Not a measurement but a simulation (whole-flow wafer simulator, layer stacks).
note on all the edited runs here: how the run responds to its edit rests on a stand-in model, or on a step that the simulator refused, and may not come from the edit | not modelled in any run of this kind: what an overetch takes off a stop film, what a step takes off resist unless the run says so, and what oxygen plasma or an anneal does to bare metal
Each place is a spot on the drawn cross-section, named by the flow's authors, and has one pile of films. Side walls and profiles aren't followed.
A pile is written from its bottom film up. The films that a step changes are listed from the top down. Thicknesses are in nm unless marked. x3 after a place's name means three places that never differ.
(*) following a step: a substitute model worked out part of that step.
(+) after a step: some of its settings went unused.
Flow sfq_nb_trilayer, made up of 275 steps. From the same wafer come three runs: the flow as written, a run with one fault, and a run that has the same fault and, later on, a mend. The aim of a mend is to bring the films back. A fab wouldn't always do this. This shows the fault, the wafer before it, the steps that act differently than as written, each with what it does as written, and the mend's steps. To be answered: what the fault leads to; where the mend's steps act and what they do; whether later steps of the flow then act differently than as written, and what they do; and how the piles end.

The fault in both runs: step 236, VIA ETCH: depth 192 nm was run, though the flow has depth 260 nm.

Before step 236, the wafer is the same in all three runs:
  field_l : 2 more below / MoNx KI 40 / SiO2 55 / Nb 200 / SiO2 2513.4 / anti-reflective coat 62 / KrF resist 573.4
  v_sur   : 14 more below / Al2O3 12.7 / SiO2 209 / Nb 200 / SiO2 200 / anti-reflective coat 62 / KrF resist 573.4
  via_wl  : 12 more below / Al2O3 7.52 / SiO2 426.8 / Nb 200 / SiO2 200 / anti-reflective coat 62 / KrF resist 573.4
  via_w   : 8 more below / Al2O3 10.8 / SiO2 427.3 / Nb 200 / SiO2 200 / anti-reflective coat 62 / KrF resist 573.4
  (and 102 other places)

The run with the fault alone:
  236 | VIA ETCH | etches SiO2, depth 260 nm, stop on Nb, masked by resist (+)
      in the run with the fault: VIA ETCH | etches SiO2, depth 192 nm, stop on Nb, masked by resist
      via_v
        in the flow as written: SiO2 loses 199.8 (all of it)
        in the run with the fault: SiO2 loses 192
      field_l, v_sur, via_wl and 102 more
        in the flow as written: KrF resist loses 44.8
        in the run with the fault: KrF resist loses 33.1
  Steps further on in the flow that do not act as written (3 other steps are not shown; they differ only slightly, by no more than 2% or 0.5 nm, whichever is larger):
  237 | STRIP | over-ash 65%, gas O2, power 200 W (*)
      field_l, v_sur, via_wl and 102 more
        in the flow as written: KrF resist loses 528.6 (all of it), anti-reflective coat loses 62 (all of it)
        in the run with the fault: KrF resist loses 540.3 (all of it), anti-reflective coat loses 62 (all of it)
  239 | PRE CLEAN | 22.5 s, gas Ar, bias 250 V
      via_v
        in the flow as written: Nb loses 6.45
        in the run with the fault: SiO2 loses 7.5
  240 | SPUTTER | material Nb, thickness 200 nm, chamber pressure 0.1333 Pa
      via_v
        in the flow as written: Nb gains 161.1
        in the run with the fault: Nb gains 162.7 (new film)
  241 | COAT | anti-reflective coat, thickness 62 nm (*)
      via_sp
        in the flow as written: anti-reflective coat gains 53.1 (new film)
        in the run with the fault: anti-reflective coat gains 51.9 (new film)
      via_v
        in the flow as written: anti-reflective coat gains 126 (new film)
        in the run with the fault: anti-reflective coat gains 117.1 (new film)
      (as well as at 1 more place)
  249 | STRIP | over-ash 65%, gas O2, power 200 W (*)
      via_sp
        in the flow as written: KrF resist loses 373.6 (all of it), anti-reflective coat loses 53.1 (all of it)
        in the run with the fault: KrF resist loses 374.1 (all of it), anti-reflective coat loses 51.9 (all of it)
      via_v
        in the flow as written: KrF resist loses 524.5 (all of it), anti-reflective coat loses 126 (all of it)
        in the run with the fault: KrF resist loses 524.2 (all of it), anti-reflective coat loses 117.1 (all of it)
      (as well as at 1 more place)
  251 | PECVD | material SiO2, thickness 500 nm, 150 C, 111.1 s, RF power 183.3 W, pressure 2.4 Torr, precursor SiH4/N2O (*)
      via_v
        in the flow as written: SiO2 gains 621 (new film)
        in the run with the fault: SiO2 gains 586.5 (new film)
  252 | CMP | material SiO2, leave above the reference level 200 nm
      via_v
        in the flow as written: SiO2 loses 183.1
        in the run with the fault: SiO2 loses 157.1
  At via_v, the piles at the end differ from the flow's by more than 2% or 0.5 nm, whichever is larger.
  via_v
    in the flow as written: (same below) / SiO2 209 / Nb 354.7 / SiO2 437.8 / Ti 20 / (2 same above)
    in the run with the fault: (same below) / SiO2 209 / Nb 200 / SiO2 0.34 / Nb 162.7 / SiO2 429.4 / Ti 20 / (2 same above)

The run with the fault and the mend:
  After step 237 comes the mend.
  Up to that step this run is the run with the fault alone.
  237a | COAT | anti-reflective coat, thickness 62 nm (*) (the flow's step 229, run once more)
      p4_fl x3, p4_w1 x9, p4_g1 x2 and 63 more
        anti-reflective coat gains 62 (new film)
      lsp_l, ln_m5, lsp_m, ln_m6, lsp_r, l0_sur, l0v
        anti-reflective coat gains 61.8 (new film)
      r_sur, res, r_end, moat, field_r
        anti-reflective coat gains 61.7 (new film)
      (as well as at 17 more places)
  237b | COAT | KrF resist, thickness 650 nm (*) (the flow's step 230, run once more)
      p4_fl x3, p4_w1 x9, p4_g1 x2 and 63 more
        KrF resist gains 650 (new film)
      ln_m5, lsp_m, ln_m6, lsp_r, l0_sur, l0v
        KrF resist gains 649.6 (new film)
      moat, field_r, lsp_l
        KrF resist gains 649.5 (new film)
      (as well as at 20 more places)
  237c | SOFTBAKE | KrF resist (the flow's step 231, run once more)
      does not change any film at any place that is followed
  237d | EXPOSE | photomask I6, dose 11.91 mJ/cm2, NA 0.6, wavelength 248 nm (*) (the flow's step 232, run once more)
      does not change any film at any place that is followed
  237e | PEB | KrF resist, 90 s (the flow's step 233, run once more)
      sp_r, be_r, r_sur and 88 more
        KrF resist loses 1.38
      field_l, v_sur, via_wl and 8 more
        KrF resist loses 1.37
      via_wr, via_sp, be
        KrF resist loses 1.36
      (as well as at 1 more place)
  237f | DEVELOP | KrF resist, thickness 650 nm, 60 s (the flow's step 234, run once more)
      field_l, v_sur, via_wl and 102 more
        KrF resist loses 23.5
      via_v
        KrF resist loses 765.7 (all of it)
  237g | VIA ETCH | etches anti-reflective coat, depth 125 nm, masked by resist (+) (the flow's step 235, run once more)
      field_l, v_sur, via_wl and 102 more
        KrF resist loses 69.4
      via_v
        anti-reflective coat loses 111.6 (all of it), SiO2 loses 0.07
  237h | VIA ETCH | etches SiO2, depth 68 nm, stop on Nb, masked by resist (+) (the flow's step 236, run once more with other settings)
      field_l, v_sur, via_wl and 102 more
        KrF resist loses 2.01
      via_v
        SiO2 loses 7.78 (all of it)
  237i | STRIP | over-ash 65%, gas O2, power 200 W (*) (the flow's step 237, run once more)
      p4_fl x3, p4_w1 x9, p4_g1 x2 and 63 more
        KrF resist loses 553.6 (all of it), anti-reflective coat loses 62 (all of it)
      lsp_l, ln_m5, lsp_m, ln_m6, lsp_r, l0_sur, l0v
        KrF resist loses 553.2 (all of it), anti-reflective coat loses 61.8 (all of it)
      ce_r, sp_r
        KrF resist loses 552.7 (all of it), anti-reflective coat loses 61.6 (all of it)
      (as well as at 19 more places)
  Every later step of the flow that is run acts as written, at every place that is followed, to within 2% or 0.5 nm, whichever is larger.
  The piles end the same as the flow's at every place that both follow.
